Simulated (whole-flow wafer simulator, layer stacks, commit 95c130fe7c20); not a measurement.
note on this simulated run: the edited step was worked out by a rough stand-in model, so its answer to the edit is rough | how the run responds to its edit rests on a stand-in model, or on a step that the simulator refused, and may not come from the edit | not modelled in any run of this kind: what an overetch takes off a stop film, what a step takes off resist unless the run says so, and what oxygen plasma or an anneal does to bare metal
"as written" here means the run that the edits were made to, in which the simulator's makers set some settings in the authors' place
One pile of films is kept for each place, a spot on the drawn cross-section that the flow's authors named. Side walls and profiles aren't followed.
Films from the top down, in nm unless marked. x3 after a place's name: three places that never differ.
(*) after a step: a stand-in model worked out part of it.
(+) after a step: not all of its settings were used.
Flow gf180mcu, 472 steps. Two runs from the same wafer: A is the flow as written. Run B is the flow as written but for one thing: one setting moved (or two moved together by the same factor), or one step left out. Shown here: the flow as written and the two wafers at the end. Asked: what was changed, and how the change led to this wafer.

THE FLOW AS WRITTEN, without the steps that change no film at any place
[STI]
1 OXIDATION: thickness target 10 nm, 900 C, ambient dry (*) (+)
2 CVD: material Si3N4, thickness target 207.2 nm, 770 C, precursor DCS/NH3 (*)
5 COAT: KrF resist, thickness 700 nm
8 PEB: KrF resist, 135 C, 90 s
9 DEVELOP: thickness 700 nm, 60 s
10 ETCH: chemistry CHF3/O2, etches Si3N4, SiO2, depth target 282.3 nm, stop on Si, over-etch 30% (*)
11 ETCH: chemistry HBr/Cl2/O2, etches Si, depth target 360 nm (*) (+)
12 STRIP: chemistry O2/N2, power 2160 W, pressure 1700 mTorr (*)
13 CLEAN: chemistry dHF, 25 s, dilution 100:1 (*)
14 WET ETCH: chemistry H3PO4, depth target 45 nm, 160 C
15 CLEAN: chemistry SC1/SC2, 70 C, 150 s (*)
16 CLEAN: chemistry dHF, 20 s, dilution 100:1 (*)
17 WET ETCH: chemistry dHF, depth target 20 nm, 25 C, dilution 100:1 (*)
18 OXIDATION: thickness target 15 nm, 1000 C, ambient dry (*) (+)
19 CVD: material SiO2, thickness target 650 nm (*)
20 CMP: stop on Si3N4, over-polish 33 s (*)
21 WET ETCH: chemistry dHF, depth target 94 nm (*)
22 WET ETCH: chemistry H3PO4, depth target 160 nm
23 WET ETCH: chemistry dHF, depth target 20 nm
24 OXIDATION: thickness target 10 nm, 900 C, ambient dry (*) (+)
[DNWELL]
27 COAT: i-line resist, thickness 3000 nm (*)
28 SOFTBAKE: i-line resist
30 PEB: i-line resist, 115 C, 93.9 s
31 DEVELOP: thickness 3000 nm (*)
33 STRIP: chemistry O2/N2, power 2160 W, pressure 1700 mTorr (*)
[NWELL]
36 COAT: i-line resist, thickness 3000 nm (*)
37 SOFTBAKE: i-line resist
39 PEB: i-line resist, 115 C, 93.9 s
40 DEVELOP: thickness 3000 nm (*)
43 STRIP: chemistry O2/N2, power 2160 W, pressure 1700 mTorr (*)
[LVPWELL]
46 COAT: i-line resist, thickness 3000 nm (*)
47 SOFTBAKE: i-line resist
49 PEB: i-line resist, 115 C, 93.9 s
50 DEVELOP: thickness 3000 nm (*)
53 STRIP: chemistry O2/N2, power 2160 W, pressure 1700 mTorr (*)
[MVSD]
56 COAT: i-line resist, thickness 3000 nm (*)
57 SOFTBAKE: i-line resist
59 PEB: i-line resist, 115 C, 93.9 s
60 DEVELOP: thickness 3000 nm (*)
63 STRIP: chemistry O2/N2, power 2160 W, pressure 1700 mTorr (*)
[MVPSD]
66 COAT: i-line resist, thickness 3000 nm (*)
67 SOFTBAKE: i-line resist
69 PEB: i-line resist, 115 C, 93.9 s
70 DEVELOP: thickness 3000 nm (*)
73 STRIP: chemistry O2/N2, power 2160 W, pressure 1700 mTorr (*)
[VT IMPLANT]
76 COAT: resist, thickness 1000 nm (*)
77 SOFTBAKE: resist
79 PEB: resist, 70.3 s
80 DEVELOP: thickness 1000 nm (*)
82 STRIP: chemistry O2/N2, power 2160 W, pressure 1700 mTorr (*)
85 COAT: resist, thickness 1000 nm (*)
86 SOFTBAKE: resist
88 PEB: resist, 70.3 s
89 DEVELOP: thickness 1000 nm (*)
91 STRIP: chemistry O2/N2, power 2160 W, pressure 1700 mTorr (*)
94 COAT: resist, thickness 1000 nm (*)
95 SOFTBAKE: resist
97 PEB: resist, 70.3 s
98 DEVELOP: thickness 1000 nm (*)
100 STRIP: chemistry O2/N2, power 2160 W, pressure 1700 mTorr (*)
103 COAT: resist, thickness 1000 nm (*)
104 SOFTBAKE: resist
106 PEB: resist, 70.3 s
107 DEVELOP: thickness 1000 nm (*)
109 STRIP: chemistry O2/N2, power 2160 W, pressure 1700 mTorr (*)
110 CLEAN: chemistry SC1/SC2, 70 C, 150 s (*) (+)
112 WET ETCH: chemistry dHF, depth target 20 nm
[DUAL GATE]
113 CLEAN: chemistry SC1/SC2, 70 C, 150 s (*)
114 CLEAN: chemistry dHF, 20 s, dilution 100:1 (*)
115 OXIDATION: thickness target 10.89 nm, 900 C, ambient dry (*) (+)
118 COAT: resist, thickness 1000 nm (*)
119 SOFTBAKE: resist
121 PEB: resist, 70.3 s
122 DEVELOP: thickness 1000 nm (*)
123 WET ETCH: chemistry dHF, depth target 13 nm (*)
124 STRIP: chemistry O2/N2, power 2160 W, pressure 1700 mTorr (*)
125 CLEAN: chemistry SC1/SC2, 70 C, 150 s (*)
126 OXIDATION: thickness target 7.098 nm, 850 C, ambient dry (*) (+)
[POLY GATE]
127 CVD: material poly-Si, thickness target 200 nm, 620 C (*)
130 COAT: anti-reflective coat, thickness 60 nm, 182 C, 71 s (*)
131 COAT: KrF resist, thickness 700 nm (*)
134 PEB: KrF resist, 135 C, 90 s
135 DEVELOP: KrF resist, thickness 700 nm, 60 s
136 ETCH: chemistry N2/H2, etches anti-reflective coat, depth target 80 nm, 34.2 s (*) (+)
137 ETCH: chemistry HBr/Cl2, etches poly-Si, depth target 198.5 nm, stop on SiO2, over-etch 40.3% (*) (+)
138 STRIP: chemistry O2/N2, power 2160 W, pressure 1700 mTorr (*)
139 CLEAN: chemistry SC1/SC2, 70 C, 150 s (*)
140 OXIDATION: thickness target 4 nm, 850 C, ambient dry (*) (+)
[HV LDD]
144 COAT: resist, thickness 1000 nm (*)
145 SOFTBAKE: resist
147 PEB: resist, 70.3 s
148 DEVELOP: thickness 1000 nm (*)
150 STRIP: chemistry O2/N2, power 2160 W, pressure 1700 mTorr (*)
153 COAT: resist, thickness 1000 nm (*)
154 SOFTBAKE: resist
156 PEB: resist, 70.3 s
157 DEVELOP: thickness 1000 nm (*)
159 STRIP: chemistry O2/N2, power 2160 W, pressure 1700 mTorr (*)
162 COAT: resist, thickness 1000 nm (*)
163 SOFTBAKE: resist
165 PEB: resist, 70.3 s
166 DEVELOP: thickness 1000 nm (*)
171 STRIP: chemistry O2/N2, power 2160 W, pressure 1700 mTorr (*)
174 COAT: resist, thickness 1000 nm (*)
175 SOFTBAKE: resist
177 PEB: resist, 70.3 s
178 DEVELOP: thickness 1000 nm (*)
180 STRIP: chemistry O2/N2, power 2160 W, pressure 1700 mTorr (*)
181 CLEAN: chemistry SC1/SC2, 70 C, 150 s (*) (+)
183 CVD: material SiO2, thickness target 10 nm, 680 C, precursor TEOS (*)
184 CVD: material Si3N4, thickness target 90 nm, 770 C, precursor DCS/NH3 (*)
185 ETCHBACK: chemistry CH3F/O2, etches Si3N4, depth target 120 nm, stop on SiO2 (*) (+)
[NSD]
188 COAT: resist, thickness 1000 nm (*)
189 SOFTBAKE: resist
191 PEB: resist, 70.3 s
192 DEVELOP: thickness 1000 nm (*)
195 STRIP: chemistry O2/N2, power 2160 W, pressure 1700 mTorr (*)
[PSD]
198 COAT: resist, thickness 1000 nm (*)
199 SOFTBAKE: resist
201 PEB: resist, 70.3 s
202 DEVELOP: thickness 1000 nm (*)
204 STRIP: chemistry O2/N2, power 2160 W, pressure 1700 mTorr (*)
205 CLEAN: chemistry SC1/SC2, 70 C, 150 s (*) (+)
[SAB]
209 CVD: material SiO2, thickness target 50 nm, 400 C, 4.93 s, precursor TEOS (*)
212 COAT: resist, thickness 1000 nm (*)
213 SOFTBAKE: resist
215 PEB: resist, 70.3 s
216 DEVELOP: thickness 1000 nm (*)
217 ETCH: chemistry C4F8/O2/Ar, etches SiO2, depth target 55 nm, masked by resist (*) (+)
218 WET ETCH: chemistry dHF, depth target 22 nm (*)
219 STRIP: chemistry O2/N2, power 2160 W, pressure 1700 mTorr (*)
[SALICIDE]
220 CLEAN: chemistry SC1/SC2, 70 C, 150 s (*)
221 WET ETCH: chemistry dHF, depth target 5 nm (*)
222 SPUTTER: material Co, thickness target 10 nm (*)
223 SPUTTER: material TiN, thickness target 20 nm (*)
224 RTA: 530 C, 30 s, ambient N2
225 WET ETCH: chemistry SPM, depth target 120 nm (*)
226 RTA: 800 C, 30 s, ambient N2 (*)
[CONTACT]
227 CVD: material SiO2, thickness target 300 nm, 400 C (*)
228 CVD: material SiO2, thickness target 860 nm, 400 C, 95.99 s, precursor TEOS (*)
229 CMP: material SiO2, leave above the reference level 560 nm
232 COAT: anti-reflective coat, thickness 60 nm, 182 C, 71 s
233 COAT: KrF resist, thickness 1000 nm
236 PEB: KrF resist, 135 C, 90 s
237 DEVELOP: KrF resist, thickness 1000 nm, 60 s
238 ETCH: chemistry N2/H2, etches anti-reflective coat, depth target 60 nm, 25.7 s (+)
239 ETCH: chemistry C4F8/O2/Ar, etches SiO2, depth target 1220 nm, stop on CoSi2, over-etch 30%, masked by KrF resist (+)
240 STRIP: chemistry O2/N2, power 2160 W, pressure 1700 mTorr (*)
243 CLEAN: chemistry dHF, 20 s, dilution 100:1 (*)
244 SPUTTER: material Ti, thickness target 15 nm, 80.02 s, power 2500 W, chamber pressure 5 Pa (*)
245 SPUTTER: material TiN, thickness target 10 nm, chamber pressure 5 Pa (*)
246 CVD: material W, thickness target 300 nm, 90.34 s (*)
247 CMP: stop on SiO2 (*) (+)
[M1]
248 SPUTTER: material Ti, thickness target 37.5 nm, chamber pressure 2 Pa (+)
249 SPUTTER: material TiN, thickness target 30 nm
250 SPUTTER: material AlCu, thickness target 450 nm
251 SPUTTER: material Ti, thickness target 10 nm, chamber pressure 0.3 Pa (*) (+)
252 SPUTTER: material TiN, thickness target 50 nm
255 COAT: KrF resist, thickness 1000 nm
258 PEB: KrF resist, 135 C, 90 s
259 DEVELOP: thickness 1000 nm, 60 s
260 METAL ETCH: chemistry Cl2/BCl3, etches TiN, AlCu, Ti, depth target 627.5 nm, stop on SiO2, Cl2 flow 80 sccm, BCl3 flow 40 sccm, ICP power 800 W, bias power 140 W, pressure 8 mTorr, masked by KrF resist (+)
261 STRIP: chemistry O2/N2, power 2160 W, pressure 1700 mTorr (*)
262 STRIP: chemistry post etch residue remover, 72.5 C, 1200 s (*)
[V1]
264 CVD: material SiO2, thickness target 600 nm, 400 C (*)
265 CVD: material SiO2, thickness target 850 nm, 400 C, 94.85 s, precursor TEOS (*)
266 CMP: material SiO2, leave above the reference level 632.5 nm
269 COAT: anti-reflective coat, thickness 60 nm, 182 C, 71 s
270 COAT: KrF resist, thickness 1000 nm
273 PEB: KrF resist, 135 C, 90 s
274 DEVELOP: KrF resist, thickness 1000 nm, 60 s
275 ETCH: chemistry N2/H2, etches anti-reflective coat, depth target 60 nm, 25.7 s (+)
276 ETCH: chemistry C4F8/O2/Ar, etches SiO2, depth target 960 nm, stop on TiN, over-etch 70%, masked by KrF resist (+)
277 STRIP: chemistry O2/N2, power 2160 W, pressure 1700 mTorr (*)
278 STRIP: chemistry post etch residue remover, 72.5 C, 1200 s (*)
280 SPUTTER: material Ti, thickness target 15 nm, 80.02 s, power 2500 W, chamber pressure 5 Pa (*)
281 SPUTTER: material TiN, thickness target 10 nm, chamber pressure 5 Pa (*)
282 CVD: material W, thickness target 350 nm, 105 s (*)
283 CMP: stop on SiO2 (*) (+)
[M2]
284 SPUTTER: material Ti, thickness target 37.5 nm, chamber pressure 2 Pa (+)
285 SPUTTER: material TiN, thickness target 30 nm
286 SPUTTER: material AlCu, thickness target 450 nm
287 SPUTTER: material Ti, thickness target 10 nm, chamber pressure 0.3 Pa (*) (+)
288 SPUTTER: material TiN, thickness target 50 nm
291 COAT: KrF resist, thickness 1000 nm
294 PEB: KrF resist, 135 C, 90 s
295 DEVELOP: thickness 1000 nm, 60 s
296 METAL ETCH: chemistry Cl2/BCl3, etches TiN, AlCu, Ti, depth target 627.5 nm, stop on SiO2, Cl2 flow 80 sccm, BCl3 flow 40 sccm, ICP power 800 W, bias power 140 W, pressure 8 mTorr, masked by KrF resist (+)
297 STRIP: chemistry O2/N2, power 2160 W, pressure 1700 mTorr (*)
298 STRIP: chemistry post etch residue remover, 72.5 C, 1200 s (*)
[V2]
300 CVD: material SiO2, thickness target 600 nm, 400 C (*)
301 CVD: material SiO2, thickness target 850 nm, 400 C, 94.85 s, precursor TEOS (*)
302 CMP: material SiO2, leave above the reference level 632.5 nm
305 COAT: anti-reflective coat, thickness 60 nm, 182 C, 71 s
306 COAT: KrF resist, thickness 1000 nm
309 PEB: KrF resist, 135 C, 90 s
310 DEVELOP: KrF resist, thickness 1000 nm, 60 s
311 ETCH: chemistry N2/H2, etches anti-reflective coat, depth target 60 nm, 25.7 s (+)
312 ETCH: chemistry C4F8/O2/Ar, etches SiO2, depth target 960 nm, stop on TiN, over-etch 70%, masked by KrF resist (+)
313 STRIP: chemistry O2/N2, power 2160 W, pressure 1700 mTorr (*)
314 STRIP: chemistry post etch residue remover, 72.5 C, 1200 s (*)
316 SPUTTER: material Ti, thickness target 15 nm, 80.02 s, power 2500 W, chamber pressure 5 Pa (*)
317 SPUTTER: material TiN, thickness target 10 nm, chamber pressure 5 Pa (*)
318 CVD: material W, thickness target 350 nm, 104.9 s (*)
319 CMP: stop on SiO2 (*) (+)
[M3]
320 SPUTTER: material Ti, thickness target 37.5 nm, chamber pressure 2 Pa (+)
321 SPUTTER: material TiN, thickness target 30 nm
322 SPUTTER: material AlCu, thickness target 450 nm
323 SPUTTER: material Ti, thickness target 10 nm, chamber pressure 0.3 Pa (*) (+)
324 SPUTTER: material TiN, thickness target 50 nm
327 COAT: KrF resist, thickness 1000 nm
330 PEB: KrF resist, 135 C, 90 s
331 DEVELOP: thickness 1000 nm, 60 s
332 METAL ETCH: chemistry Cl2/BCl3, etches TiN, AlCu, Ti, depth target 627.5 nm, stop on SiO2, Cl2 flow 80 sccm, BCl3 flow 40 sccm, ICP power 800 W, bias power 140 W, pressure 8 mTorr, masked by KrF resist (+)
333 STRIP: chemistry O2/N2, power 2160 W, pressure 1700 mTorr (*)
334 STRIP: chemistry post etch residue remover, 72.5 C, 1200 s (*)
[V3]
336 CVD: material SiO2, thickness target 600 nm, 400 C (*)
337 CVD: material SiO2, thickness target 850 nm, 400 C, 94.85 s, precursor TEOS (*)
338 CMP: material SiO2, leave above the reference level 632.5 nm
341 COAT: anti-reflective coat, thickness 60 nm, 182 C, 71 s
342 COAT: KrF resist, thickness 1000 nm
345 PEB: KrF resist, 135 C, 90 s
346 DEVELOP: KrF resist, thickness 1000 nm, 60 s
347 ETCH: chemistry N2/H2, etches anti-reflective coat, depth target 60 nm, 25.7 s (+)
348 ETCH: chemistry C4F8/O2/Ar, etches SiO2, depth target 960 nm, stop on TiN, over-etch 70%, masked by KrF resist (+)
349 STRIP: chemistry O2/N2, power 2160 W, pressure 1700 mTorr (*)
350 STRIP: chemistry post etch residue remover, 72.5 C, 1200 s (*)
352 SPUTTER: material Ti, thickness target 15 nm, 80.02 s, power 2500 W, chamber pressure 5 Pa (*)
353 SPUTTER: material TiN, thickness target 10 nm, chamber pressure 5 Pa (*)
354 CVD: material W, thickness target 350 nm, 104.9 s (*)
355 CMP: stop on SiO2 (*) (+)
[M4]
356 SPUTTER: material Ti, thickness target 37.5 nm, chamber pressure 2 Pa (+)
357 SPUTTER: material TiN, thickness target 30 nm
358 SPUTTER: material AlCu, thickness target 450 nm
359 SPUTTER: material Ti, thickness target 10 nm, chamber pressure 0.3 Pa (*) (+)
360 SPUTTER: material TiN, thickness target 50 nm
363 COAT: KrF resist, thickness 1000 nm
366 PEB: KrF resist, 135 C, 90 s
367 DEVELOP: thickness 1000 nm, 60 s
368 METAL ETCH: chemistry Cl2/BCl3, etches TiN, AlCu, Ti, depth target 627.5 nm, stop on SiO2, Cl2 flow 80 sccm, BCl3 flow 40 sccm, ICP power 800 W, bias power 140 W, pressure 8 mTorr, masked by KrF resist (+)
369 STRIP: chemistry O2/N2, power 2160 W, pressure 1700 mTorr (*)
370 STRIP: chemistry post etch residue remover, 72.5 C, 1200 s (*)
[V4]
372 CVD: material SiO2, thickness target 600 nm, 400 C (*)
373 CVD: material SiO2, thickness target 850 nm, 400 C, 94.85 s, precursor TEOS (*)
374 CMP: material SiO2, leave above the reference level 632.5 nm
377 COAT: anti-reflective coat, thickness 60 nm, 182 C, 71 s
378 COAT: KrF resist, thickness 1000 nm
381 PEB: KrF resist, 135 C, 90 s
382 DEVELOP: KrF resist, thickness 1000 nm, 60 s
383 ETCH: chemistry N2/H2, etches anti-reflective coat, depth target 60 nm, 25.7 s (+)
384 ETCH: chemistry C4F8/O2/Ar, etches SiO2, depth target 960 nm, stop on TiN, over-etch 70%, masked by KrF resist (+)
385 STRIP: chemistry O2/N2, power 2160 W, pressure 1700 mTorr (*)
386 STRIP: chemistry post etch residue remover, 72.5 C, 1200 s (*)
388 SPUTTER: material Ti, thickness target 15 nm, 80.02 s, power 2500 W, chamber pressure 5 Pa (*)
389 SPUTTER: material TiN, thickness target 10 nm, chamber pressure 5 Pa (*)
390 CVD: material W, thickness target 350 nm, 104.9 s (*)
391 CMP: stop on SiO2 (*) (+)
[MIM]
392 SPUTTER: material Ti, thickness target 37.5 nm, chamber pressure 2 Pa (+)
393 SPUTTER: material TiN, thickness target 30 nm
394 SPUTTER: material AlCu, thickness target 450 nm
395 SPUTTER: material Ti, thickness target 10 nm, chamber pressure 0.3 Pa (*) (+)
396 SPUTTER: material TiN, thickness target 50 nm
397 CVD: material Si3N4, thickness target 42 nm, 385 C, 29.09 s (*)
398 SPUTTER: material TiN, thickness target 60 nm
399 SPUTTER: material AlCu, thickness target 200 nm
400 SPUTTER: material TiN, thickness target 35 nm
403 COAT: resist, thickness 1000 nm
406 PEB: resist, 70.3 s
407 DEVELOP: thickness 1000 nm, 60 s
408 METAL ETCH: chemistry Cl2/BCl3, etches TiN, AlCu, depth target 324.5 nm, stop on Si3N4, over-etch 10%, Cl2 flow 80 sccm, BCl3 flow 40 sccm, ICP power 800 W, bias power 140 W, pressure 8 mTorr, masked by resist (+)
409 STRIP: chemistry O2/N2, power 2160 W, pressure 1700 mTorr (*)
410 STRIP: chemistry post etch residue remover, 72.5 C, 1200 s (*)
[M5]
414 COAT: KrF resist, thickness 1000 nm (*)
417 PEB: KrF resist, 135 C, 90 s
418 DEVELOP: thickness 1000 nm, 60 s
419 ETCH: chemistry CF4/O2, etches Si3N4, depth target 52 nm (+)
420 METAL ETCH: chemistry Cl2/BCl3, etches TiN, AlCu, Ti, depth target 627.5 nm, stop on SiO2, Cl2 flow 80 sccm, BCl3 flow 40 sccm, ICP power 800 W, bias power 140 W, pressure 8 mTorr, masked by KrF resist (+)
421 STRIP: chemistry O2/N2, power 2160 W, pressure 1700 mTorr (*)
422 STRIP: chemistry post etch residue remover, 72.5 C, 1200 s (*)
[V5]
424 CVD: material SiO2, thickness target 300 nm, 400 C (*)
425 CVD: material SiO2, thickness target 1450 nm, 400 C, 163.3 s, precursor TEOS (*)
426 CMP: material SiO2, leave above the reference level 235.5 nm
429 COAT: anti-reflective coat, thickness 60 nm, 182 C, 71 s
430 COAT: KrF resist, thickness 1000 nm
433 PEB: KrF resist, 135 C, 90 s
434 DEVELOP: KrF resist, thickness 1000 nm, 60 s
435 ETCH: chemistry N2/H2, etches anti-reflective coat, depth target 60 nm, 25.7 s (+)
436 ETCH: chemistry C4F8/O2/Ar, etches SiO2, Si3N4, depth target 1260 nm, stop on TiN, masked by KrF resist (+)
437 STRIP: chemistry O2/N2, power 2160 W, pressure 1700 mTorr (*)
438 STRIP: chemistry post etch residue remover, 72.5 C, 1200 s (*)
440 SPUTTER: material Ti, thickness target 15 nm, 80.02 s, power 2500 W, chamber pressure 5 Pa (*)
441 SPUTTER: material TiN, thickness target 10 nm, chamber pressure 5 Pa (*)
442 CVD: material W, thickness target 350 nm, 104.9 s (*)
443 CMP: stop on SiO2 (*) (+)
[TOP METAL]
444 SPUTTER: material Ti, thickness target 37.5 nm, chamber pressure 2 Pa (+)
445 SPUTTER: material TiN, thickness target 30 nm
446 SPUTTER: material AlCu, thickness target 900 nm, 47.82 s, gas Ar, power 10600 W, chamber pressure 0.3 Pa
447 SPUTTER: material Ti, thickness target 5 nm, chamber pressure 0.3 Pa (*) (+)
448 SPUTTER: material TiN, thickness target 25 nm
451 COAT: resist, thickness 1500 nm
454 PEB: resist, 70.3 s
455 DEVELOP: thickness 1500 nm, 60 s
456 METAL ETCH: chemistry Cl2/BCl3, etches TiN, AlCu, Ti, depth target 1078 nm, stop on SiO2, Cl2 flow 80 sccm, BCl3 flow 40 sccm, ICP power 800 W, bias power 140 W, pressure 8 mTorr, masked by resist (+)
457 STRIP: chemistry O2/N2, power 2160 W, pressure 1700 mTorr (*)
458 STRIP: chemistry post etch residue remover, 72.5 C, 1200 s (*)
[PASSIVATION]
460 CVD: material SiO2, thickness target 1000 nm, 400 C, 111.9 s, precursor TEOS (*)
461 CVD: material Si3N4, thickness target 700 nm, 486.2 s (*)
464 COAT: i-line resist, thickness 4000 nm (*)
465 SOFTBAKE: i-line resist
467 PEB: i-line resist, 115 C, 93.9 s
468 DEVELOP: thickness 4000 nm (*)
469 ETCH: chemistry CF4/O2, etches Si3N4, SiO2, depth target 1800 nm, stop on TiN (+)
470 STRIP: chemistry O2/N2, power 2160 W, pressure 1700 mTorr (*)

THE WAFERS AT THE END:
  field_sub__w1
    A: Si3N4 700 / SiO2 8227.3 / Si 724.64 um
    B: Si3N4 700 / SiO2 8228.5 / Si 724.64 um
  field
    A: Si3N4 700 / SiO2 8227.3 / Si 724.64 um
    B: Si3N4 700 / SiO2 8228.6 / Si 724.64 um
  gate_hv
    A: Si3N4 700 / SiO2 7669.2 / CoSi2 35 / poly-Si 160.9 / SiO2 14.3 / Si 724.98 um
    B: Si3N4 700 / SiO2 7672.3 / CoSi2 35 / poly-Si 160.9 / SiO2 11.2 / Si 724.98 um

The cause: step 126, OXIDATION: thickness target 3.372 nm was run, where the flow has thickness target 7.098 nm.

How the change led to this, step by step:
  126 OXIDATION: thickness target 7.098 nm, 850 C, ambient dry (*) (+)
      field_sub__w1, field_sub__w3, field_sub__w4, field_sub__w5: A SiO2 +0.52, Si -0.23 | B nothing
      field_sub, field_sub__w2, m1: A SiO2 +0.54, Si -0.24 | B nothing
      (and at 45 more places)
  130 COAT: anti-reflective coat, thickness 60 nm, 182 C, 71 s (*)
      p_well, spacer, sd_n: A anti-reflective coat +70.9 (new film) | B anti-reflective coat +72.6 (new film)
      pplus_u: A anti-reflective coat +67.1 (new film) | B anti-reflective coat +68.5 (new film)
  136 ETCH: chemistry N2/H2, etches anti-reflective coat, depth target 80 nm, 34.2 s (*) (+)
      p_well, spacer, sd_n: A anti-reflective coat -70.9 (all of it), poly-Si -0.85 | B anti-reflective coat -72.6 (all of it), poly-Si -0.8
      pplus_u: A anti-reflective coat -67.1 (all of it), poly-Si -0.95 | B anti-reflective coat -68.5 (all of it), poly-Si -0.91
  145 SOFTBAKE: resist
      active_nat: A resist +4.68 | B resist +8.91
  154 SOFTBAKE: resist
      active_nat: A resist +4.68 | B resist +8.91
  163 SOFTBAKE: resist
      active_nat: A resist +4.68 | B resist +8.91
  175 SOFTBAKE: resist
      active_nat: A resist +4.68 | B resist +8.91
  189 SOFTBAKE: resist
      field__w9: A resist +6.92 | B resist -3.07
      active_hv: A resist +2.68 | B resist -0.49
      (and at 1 more place)
  199 SOFTBAKE: resist
      field__w9: A resist +6.92 | B resist -3.07
      active_hv: A resist +2.68 | B resist -0.49
      (and at 1 more place)
  218 WET ETCH: chemistry dHF, depth target 22 nm (*)
      active, p_well, sd_n, iso_ptap_pw, iso_ntap_nw, iso_ptap_sub, vpnp_e: A SiO2 -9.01 (all of it) | B SiO2 -5.67 (all of it)
      ldn_tap, ldn_src, ldn_drn, ldp_tap, ldp_src, ldp_drn, ldp_gr: A SiO2 -16 (all of it) | B SiO2 -13.1 (all of it)
      (and at 9 more places)
  223 SPUTTER: material TiN, thickness target 20 nm (*)
      field__w12: A TiN +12 (new film) | B TiN +12.6 (new film)
  225 WET ETCH: chemistry SPM, depth target 120 nm (*)
      field__w12: A TiN -12 (all of it), Co -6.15 (all of it) | B TiN -12.6 (all of it), Co -6.14 (all of it)
